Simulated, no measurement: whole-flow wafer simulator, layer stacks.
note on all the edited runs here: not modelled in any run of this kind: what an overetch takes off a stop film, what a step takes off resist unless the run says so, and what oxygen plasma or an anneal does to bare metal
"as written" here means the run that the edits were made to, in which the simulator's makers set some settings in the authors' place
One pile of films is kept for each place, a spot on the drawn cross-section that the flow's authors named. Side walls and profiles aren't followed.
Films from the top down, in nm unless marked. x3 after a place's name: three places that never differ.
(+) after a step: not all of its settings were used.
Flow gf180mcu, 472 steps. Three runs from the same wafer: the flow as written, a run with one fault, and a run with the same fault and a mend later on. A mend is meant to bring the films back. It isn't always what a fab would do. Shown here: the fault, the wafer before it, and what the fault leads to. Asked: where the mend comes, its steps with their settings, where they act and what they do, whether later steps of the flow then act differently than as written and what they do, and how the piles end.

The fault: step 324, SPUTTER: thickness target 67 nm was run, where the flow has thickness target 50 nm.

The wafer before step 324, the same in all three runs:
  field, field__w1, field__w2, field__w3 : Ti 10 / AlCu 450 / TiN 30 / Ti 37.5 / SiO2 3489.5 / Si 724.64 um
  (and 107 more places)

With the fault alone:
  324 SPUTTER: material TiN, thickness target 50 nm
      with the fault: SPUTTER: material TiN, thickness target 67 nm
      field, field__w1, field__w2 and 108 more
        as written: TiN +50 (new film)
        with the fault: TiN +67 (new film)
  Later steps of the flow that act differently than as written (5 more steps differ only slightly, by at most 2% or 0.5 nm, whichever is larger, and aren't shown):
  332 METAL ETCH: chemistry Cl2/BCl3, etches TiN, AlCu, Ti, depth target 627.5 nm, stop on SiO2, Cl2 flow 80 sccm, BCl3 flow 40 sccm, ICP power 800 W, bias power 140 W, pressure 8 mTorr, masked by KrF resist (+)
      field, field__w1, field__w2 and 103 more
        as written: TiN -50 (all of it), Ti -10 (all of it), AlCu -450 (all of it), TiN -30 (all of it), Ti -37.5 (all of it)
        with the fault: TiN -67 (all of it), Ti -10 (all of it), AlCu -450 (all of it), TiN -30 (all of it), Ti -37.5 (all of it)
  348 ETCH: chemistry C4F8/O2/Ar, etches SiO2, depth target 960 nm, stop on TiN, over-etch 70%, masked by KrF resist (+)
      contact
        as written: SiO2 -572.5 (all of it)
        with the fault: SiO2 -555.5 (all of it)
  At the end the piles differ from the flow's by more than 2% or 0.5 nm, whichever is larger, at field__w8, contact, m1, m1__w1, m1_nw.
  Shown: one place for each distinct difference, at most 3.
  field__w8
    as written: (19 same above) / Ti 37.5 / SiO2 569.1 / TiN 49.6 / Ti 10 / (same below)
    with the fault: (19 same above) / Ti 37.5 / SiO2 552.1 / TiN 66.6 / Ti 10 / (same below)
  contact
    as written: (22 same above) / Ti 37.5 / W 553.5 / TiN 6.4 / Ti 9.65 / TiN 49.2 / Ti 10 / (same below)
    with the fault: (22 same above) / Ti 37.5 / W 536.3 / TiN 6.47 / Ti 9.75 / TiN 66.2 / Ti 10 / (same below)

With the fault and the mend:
  The mend comes after step 324.
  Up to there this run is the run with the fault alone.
  324a METAL ETCH: chemistry Cl2/BCl3, etches TiN, AlCu, Ti, depth target 17 nm, Cl2 flow 80 sccm, BCl3 flow 40 sccm, ICP power 800 W, bias power 140 W, pressure 8 mTorr (the flow's step 260 once more, with other settings)
      field, field__w1, field__w2 and 108 more
        TiN -17
  No later step of the flow acts differently than as written at any place that is followed.
  At the end the piles are the same as the flow's at every place that both follow.
